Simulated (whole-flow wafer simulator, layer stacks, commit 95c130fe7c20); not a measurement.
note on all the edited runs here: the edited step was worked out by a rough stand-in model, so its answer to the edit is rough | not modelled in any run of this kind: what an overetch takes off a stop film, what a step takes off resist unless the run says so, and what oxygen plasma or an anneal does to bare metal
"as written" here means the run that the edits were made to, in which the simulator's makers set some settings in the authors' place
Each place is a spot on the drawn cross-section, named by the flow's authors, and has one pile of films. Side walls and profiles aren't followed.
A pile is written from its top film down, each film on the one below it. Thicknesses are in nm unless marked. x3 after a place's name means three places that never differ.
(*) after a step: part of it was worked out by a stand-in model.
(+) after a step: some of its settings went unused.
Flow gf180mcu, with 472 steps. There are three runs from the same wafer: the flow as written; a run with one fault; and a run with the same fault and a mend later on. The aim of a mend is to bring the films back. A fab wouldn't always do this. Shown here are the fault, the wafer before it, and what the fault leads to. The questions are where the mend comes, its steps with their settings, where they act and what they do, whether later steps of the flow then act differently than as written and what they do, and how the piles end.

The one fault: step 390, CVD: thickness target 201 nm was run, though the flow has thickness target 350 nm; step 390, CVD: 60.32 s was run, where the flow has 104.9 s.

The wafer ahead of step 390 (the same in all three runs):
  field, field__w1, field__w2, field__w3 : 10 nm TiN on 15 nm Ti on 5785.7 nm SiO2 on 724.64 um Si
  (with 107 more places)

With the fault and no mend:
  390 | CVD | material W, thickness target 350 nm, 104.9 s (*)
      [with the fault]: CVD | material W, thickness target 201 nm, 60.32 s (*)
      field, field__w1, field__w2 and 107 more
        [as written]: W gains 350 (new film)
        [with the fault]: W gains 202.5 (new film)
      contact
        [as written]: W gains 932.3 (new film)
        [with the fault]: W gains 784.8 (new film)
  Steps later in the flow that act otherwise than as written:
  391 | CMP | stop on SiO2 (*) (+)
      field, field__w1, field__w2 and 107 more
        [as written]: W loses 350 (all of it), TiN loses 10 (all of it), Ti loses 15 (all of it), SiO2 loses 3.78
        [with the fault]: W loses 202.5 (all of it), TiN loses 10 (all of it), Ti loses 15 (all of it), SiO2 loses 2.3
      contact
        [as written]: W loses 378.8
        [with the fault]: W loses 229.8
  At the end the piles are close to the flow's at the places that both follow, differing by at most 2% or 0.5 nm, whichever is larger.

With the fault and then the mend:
  After step 390 comes the mend.
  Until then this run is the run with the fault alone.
  390a | CVD | material W, thickness target 149 nm, 44.66 s (the flow's step 390, run once more with other settings)
      field, field__w1, field__w2 and 108 more
        W gains 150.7
  None of the later steps of the flow differs from how it acts as written, at any place that is followed, by more than 2% or 0.5 nm, whichever is larger.
  At the end the piles are close to the flow's at the places that both follow, differing by at most 2% or 0.5 nm, whichever is larger.
